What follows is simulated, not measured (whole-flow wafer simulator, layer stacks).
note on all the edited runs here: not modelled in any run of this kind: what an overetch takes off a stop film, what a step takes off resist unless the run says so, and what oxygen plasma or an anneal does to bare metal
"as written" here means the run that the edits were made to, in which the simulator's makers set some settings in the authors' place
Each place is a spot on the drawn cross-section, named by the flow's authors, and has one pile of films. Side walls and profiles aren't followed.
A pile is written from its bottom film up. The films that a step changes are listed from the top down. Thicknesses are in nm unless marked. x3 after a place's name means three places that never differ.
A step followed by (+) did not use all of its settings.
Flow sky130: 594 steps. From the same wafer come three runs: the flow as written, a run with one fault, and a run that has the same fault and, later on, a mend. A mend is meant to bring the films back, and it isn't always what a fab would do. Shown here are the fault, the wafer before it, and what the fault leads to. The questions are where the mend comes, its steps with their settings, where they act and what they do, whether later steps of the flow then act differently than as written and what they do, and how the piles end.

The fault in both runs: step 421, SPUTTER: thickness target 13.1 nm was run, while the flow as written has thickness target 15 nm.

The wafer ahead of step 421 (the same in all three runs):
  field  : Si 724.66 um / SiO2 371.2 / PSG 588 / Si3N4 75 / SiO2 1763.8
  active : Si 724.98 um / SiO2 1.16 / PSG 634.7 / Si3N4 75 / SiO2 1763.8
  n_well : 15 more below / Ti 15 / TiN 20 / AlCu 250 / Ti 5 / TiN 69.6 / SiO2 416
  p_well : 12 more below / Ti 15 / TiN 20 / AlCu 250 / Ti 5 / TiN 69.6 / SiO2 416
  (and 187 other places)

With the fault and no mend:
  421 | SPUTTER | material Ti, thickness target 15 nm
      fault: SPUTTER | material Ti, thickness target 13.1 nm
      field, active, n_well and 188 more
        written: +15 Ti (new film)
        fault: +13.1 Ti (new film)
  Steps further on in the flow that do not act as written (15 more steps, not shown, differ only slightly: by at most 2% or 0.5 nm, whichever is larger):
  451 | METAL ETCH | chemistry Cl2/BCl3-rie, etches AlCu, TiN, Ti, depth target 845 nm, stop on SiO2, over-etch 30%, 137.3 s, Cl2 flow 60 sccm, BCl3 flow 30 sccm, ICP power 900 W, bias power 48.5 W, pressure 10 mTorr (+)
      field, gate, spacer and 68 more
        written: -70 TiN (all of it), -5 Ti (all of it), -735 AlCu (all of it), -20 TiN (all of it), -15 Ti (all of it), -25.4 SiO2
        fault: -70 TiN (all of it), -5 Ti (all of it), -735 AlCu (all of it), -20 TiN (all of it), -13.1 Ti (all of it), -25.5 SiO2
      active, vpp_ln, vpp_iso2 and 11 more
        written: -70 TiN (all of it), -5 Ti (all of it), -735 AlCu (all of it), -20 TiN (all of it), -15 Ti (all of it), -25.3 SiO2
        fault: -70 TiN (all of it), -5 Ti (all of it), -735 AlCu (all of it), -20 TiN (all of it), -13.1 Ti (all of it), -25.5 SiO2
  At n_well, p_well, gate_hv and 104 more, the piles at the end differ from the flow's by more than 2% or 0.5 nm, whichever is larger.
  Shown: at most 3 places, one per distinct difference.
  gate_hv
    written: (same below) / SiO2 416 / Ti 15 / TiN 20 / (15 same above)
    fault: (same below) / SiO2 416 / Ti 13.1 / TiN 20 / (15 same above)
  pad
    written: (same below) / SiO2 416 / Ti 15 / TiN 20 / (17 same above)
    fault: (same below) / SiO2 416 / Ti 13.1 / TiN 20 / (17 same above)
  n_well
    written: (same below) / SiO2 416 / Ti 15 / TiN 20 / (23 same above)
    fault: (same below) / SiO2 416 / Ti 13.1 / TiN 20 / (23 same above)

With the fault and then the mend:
  After step 421 comes the mend.
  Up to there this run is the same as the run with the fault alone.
  421a | SPUTTER | material Ti, thickness target 1.9 nm (the flow's step 421, run once more with other settings)
      field, active, n_well and 188 more
        +1.9 Ti
  None of the later steps of the flow acts differently than as written at any place that is followed.
  The piles end the same as the flow's at every place that both follow.
